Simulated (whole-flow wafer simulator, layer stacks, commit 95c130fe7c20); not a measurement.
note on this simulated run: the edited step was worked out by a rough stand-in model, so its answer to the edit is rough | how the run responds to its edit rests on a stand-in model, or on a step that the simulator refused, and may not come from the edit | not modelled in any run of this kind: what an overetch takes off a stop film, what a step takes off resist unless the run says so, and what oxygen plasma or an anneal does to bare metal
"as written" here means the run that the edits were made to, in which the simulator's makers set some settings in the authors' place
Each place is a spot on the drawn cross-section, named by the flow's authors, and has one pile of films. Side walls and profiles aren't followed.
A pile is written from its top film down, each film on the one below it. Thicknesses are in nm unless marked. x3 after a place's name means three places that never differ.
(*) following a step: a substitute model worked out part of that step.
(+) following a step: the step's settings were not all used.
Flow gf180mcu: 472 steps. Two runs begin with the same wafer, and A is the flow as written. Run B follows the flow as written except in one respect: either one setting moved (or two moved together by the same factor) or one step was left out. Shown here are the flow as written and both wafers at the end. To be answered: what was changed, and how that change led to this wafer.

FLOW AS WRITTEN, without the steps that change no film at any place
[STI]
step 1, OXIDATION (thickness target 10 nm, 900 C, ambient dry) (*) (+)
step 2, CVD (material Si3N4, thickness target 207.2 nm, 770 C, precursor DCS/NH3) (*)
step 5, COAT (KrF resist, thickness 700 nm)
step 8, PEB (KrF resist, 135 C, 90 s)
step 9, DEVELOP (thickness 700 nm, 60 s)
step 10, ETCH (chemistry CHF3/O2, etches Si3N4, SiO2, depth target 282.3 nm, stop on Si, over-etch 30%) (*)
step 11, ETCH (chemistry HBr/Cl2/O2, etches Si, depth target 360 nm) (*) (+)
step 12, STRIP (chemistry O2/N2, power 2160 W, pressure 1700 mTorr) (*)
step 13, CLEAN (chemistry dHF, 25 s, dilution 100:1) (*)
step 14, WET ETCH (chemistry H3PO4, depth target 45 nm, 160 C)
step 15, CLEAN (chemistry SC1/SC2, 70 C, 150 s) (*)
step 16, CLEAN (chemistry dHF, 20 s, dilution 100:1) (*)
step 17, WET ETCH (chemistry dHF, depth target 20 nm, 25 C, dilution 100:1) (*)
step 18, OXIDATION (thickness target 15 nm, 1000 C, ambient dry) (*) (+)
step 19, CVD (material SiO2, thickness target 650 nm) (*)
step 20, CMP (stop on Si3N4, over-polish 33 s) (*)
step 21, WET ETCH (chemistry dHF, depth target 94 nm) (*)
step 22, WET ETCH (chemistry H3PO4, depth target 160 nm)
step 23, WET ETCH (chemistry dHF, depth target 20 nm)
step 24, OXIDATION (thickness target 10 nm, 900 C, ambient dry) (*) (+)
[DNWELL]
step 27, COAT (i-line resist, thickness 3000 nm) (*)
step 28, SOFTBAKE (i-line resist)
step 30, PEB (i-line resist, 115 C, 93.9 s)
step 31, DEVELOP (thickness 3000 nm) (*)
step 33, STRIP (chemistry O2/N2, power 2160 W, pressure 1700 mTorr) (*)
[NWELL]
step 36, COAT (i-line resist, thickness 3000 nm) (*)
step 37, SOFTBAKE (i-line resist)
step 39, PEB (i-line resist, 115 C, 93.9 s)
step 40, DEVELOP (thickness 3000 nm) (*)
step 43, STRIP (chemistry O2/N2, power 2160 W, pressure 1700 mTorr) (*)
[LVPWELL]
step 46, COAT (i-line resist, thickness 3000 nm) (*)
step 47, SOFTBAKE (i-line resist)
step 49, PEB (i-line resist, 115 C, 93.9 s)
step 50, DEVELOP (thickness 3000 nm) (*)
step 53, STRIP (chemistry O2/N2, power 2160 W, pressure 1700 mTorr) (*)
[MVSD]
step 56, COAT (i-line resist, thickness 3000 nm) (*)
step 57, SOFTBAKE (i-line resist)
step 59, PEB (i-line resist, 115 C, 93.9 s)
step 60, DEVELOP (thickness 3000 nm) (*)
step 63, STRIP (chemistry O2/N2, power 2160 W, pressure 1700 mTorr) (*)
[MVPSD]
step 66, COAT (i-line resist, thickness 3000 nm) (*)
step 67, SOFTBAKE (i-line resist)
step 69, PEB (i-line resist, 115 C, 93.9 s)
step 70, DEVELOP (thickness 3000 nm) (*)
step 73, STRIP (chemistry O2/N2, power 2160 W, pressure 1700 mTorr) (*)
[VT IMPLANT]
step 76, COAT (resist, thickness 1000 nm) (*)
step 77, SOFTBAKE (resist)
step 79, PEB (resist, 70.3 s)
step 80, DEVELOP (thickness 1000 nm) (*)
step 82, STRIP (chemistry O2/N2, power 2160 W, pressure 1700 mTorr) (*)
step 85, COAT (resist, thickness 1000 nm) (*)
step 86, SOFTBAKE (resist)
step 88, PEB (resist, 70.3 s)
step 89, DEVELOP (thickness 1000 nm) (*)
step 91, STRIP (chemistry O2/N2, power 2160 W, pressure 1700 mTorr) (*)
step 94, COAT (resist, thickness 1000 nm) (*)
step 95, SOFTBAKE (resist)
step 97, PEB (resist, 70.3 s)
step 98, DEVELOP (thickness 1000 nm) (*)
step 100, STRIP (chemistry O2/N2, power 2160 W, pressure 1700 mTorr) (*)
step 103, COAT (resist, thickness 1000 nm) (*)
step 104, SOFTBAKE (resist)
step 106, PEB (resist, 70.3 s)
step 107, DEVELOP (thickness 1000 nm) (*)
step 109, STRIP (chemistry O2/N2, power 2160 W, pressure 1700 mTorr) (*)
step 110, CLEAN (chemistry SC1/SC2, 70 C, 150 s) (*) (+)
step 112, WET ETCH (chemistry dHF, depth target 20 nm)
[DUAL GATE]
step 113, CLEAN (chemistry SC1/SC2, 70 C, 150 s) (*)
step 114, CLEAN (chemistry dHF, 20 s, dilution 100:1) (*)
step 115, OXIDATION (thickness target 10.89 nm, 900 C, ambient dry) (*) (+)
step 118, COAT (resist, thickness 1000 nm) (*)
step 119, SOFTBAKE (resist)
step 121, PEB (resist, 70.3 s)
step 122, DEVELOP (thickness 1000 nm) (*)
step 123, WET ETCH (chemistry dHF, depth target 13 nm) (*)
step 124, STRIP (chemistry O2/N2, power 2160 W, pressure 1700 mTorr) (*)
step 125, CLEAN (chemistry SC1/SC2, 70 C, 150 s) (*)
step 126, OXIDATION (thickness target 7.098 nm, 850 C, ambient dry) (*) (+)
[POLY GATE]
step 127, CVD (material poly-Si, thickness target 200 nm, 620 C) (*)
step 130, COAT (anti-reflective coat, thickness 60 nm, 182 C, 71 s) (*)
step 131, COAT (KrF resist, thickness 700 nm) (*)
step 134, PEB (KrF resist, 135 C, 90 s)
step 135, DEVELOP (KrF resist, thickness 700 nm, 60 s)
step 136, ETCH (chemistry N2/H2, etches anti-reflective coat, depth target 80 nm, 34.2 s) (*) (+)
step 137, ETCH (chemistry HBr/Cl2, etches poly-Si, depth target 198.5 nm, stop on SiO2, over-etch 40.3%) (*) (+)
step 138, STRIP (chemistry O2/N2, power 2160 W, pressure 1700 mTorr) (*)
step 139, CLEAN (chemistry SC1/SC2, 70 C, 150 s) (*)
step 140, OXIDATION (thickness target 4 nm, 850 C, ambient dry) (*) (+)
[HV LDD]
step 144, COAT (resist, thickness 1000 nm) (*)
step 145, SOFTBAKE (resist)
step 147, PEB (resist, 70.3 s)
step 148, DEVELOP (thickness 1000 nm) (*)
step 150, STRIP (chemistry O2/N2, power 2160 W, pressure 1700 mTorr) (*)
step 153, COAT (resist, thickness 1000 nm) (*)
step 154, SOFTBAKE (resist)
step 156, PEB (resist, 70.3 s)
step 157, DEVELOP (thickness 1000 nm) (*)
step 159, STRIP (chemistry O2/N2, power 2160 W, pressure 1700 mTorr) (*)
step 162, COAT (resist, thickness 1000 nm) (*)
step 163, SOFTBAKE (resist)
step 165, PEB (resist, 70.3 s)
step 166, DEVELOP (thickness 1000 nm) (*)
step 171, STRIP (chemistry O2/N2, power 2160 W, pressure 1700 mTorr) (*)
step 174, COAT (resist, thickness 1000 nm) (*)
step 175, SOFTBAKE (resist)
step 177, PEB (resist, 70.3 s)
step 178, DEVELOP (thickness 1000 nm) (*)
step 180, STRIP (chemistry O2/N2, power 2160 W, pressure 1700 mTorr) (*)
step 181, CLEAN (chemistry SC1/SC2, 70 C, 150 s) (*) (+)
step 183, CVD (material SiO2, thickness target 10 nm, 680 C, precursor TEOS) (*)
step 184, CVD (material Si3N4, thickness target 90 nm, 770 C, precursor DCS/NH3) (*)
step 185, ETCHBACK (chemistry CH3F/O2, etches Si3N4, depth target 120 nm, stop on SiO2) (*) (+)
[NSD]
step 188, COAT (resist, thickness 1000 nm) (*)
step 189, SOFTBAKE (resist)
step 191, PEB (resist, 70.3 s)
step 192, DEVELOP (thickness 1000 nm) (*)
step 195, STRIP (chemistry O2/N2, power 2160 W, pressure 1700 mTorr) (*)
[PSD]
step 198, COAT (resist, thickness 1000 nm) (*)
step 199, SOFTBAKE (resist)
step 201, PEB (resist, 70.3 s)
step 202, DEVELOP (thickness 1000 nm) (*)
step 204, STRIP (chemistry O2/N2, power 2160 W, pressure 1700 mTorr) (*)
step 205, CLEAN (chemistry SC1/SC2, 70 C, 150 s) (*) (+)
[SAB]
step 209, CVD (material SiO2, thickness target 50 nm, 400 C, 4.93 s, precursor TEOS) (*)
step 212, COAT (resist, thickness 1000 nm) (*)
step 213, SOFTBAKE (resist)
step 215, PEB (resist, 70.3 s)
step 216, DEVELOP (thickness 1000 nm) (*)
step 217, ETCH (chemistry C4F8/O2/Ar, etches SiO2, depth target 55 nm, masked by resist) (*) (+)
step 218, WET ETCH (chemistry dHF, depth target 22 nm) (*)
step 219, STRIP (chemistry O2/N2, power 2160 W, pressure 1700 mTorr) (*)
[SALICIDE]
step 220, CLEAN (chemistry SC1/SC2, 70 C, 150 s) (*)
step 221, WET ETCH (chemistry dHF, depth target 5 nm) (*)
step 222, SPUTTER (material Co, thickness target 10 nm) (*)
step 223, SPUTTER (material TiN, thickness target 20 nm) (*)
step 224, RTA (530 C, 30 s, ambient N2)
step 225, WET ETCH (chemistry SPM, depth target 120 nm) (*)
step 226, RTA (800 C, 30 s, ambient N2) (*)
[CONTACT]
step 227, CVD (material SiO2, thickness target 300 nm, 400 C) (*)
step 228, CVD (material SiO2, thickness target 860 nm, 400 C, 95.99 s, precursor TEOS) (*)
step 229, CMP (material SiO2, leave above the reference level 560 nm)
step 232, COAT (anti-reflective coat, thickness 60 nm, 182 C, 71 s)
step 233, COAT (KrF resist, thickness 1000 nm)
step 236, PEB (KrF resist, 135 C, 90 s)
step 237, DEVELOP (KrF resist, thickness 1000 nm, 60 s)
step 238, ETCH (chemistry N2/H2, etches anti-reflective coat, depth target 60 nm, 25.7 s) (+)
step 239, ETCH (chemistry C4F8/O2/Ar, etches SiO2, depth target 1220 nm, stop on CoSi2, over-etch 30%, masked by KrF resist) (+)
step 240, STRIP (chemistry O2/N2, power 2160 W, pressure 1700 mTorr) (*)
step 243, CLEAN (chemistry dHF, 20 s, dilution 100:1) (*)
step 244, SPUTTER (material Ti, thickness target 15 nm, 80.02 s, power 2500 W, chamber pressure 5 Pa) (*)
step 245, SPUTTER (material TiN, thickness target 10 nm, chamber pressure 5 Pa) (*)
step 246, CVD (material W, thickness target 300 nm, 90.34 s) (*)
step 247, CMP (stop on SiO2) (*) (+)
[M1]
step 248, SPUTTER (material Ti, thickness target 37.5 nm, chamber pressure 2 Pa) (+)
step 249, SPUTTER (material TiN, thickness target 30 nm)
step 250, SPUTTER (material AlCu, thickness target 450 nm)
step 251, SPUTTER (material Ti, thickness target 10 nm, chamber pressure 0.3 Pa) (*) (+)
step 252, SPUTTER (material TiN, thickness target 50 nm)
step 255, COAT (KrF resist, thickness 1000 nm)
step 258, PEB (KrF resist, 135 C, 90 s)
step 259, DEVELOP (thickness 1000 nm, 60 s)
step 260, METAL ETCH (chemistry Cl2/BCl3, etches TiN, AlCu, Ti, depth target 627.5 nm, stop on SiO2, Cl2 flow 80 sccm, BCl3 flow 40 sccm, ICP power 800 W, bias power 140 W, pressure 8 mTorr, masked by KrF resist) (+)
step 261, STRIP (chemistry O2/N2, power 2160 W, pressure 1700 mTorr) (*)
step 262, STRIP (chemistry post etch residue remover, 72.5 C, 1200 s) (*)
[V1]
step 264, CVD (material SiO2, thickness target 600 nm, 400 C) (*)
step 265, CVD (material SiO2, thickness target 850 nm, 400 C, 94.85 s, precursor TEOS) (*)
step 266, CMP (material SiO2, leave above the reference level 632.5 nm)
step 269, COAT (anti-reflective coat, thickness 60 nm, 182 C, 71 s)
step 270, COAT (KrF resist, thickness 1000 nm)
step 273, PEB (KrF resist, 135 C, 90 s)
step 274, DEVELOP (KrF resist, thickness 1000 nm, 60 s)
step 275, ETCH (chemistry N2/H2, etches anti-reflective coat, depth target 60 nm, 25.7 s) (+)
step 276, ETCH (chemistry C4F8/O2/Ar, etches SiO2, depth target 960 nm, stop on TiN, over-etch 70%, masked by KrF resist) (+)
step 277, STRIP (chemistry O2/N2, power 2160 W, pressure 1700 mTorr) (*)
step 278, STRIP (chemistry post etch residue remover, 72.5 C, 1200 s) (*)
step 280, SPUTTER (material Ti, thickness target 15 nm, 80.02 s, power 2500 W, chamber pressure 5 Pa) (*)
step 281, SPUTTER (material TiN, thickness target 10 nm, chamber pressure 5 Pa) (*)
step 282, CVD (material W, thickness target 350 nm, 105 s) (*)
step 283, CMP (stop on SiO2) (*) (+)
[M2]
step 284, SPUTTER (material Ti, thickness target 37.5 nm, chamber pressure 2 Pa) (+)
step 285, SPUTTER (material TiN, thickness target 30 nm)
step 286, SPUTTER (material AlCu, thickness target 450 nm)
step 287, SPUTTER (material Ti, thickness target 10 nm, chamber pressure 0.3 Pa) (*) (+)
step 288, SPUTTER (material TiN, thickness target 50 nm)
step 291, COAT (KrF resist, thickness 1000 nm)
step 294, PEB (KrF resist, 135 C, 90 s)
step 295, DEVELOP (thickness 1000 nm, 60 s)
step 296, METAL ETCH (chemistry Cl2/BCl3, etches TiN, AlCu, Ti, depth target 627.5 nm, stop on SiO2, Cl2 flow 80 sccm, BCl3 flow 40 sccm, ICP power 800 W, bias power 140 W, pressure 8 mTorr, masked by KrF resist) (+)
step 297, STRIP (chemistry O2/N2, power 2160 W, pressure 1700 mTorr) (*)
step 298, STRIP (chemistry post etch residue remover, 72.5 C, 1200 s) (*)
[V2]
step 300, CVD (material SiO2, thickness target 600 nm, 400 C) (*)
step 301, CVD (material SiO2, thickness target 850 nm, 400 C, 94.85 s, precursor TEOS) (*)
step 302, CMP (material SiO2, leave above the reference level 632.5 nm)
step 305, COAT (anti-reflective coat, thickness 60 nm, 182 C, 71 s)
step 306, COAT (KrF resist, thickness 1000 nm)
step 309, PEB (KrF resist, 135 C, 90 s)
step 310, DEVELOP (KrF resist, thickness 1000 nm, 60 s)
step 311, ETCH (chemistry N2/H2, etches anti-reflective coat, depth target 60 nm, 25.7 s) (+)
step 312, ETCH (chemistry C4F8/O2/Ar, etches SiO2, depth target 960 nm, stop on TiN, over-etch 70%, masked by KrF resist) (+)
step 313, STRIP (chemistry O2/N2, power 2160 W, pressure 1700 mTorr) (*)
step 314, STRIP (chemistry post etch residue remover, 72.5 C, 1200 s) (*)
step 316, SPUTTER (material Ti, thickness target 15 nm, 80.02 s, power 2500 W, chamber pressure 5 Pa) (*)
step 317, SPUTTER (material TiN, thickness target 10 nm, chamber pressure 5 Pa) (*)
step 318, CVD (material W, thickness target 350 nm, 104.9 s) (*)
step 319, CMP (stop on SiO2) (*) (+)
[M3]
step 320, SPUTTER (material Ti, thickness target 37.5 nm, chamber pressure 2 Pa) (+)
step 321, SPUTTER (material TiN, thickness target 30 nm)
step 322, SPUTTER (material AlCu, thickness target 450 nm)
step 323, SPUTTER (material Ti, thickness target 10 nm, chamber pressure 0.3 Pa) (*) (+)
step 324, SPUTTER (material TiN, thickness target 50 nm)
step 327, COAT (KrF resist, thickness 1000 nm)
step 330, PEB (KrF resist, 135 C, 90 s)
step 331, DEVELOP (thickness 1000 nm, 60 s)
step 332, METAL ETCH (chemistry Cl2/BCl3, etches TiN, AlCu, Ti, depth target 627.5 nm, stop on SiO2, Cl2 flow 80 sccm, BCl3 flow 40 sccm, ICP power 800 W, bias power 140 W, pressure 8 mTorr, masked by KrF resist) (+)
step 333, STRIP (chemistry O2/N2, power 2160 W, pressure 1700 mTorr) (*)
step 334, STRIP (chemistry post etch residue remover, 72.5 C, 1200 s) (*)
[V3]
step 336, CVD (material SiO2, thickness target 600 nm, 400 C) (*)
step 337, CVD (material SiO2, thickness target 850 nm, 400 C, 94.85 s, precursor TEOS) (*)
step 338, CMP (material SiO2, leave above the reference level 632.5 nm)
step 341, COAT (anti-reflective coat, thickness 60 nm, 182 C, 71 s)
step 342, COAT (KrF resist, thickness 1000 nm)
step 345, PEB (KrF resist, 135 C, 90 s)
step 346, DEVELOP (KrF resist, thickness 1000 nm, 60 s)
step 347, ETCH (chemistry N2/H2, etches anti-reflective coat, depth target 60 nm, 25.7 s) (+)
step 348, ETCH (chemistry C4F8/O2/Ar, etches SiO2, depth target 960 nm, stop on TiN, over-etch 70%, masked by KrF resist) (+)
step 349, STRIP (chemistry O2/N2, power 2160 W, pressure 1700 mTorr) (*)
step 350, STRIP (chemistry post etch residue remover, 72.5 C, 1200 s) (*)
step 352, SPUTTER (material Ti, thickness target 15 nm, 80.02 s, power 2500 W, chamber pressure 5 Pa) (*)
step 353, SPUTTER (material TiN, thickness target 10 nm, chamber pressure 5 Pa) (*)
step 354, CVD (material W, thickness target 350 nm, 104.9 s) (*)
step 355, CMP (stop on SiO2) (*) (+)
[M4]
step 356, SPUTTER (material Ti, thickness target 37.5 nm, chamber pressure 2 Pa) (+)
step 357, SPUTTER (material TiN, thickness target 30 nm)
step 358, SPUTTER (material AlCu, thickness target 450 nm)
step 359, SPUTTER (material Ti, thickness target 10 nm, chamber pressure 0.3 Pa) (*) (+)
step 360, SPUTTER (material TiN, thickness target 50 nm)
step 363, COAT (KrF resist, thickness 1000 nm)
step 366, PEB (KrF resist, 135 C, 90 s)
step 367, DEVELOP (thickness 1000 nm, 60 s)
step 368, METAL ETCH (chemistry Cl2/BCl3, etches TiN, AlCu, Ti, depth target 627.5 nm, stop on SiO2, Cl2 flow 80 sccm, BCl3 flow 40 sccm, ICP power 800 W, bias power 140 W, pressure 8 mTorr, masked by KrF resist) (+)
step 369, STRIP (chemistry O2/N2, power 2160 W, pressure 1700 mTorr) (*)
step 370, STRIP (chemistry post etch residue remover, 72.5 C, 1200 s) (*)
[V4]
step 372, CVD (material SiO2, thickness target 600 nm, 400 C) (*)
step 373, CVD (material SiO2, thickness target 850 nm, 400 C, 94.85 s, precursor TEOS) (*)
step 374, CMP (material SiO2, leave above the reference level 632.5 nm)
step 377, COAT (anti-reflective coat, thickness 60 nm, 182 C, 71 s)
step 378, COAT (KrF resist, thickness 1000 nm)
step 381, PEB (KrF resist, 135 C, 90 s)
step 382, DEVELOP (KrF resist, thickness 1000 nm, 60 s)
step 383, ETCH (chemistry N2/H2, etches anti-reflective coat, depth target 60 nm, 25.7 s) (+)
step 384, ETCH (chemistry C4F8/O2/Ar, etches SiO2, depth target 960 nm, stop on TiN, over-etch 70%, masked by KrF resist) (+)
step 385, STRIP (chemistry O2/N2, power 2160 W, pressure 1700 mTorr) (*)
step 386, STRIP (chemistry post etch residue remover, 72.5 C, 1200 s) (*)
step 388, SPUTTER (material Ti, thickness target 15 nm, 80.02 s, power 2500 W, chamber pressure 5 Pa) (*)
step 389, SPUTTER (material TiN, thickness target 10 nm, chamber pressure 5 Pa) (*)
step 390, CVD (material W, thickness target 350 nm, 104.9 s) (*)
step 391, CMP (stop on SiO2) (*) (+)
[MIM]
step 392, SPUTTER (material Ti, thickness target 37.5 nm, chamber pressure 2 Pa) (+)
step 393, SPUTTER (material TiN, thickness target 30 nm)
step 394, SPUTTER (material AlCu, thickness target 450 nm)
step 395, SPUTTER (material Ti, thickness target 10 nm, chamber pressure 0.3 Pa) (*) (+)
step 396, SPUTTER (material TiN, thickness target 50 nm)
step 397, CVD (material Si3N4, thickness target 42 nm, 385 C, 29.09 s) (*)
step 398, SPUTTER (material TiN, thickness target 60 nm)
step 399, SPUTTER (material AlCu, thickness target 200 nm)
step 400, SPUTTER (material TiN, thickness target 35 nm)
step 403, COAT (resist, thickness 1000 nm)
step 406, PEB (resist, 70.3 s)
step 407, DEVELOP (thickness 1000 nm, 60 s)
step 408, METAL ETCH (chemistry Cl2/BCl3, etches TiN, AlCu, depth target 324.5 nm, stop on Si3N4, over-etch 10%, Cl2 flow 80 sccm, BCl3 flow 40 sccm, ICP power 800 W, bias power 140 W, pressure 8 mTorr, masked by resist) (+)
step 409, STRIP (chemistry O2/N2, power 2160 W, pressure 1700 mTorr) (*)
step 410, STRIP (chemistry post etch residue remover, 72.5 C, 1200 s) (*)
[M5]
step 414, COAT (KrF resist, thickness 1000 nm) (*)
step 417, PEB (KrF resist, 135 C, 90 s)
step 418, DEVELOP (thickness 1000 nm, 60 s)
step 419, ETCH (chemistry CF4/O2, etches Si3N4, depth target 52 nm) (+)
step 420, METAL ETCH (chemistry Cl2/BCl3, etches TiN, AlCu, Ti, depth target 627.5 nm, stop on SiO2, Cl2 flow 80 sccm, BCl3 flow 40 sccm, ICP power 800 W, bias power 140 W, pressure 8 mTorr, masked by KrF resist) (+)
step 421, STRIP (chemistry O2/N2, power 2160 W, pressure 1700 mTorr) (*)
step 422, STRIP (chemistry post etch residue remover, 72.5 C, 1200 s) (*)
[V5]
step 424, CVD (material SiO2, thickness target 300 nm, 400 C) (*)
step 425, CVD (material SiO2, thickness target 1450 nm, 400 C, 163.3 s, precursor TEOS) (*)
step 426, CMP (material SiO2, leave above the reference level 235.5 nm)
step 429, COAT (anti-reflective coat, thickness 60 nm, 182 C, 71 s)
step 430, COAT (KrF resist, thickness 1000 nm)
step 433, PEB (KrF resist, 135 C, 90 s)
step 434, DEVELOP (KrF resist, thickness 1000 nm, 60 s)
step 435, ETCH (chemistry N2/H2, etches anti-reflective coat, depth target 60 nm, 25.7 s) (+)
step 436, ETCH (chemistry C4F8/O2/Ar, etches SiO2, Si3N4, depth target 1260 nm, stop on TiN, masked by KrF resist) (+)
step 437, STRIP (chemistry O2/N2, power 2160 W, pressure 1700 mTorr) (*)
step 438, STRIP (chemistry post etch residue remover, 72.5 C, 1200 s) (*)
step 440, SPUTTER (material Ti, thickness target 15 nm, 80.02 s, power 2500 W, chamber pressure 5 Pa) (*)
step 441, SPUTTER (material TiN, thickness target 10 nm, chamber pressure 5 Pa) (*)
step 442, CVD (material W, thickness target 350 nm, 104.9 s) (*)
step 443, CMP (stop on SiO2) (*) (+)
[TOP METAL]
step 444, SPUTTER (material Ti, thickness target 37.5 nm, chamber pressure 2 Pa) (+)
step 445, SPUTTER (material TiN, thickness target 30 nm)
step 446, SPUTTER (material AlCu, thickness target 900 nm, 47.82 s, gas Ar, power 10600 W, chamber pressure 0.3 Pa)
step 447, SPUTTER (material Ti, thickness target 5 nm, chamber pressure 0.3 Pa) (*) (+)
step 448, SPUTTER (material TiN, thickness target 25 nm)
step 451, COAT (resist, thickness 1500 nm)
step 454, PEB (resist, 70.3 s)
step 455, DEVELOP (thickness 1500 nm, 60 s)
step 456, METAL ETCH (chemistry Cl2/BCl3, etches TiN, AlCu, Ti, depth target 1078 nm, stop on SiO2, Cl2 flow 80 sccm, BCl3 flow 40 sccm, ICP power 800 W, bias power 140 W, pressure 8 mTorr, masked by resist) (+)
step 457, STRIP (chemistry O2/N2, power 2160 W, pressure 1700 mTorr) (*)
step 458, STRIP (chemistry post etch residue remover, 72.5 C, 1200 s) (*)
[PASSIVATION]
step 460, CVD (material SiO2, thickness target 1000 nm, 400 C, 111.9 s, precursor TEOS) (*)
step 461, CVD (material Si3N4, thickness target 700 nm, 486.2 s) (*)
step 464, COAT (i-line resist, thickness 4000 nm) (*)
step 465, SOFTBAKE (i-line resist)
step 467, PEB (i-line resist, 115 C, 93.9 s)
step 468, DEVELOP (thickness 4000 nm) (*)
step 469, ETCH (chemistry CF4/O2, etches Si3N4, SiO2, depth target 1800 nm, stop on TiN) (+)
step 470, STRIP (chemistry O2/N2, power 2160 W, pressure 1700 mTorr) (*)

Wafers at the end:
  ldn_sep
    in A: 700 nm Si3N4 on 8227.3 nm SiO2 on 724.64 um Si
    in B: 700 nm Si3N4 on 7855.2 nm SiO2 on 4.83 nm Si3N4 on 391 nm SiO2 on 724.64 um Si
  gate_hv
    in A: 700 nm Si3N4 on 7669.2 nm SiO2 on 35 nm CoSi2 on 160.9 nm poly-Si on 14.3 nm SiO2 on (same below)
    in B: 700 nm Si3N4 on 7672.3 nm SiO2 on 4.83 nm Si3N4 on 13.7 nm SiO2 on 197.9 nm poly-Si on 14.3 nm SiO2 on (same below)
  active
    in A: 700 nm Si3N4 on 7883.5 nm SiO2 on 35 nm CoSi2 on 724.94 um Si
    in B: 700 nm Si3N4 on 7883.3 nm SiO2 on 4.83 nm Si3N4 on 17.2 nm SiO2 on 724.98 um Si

The reason: step 184, CVD: thickness target 129 nm was run, whereas the flow has thickness target 90 nm.

How this came from the change, step by step:
  step 184, CVD (material Si3N4, thickness target 90 nm, 770 C, precursor DCS/NH3) (*)
      field, field__w1, field__w2 and 101 more: A Si3N4 gains 90 (new film) | B Si3N4 gains 129 (new film)
  step 185, ETCHBACK (chemistry CH3F/O2, etches Si3N4, depth target 120 nm, stop on SiO2) (*) (+)
      field, field__w1, field__w2 and 100 more: A Si3N4 loses 90 (all of it), SiO2 loses 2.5 | B Si3N4 loses 120
  step 188, COAT (resist, thickness 1000 nm) (*)
      spacer: A resist gains 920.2 (new film) | B resist gains 893.1 (new film)
  step 189, SOFTBAKE (resist)
      field__w9: A resist gains 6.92 | B resist loses 3.05
      field__w2: A resist gains 2.46 | B resist gains 1.93
      (and at 20 other places as well)
  step 192, DEVELOP (thickness 1000 nm) (*)
      spacer: A resist loses 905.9 (all of it) | B resist loses 879.3 (all of it)
  step 198, COAT (resist, thickness 1000 nm) (*)
      spacer: A resist gains 920.2 (new film) | B resist gains 893.1 (new film)
  step 199, SOFTBAKE (resist)
      field__w9: A resist gains 6.92 | B resist loses 3.05
      field__w2: A resist gains 2.46 | B resist gains 1.93
      (and at 20 other places as well)
  step 204, STRIP (chemistry O2/N2, power 2160 W, pressure 1700 mTorr) (*)
      spacer: A resist loses 905.9 (all of it) | B resist loses 879.3 (all of it)
  step 205, CLEAN (chemistry SC1/SC2, 70 C, 150 s) (*) (+)
      field, field__w1, field__w2 and 105 more: A SiO2 loses 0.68 | B Si3N4 loses 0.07
  step 209, CVD (material SiO2, thickness target 50 nm, 400 C, 4.93 s, precursor TEOS) (*)
      field, field__w7, field__w8 and 73 more: A SiO2 gains 50 | B SiO2 gains 50 (new film)
      field_sub__w1, field_sub__w3, field_sub__w4, field_sub__w5, ld_drift_n: A SiO2 gains 48.9 | B SiO2 gains 48.8 (new film)
      (and at 27 other places as well)
  step 212, COAT (resist, thickness 1000 nm) (*)
      spacer: A resist gains 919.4 (new film) | B resist gains 892.5 (new film)
  step 213, SOFTBAKE (resist)
      npoly_sal: A resist loses 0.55 | B resist gains 0.33
      field__w5: A resist gains 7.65 | B resist gains 8.5
      (and at 9 other places as well)
  step 216, DEVELOP (thickness 1000 nm) (*)
      spacer: A resist loses 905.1 (all of it) | B resist loses 878.7 (all of it)
  step 217, ETCH (chemistry C4F8/O2/Ar, etches SiO2, depth target 55 nm, masked by resist) (*) (+)
      field, field__w7, field__w8 and 70 more: A SiO2 loses 55 | B SiO2 loses 50 (all of it), Si3N4 loses 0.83
      field_sub__w1, field_sub__w3, field_sub__w4, field_sub__w5, ld_drift_n: A SiO2 loses 55 | B SiO2 loses 48.8 (all of it), Si3N4 loses 1.04
      (and at 21 other places as well)
  step 218, WET ETCH (chemistry dHF, depth target 22 nm) (*)
      gate, gate_hv, gate_p and 23 more: A SiO2 loses 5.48 (all of it) | B Si3N4 loses 2.46
      field, field__w10, sti and 14 more: A SiO2 loses 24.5 | B Si3N4 loses 2.46
      (and at 56 other places as well)
  step 219, STRIP (chemistry O2/N2, power 2160 W, pressure 1700 mTorr) (*)
      gate, gate_hv, gate_p and 23 more: A chemical SiO2 gains 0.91 (new film), poly-Si loses 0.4 | B nothing
      active, p_well, sd_n and 20 more: A chemical SiO2 gains 0.91 (new film), Si loses 0.4 | B nothing
  ... 14 further steps ...
  step 471, ANNEAL (400 C, 1800 s, ambient N2/H2)
      polyc_n, polyc_p: A nothing | B under 9 films: void gains 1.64 (new film), Ti loses 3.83, TiSi first gains 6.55 (new film), poly-Si loses 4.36
      contact: A nothing | B under 49 films: void gains 1.62 (new film), Ti loses 3.83, TiSi first gains 6.55 (new film), Si loses 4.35
If metal films that touch count as one body, gate_hv has 0 bodies; the flow as written gives 1 body.
If metal films that touch count as one body, active has 0 bodies; the flow as written gives 1 body.
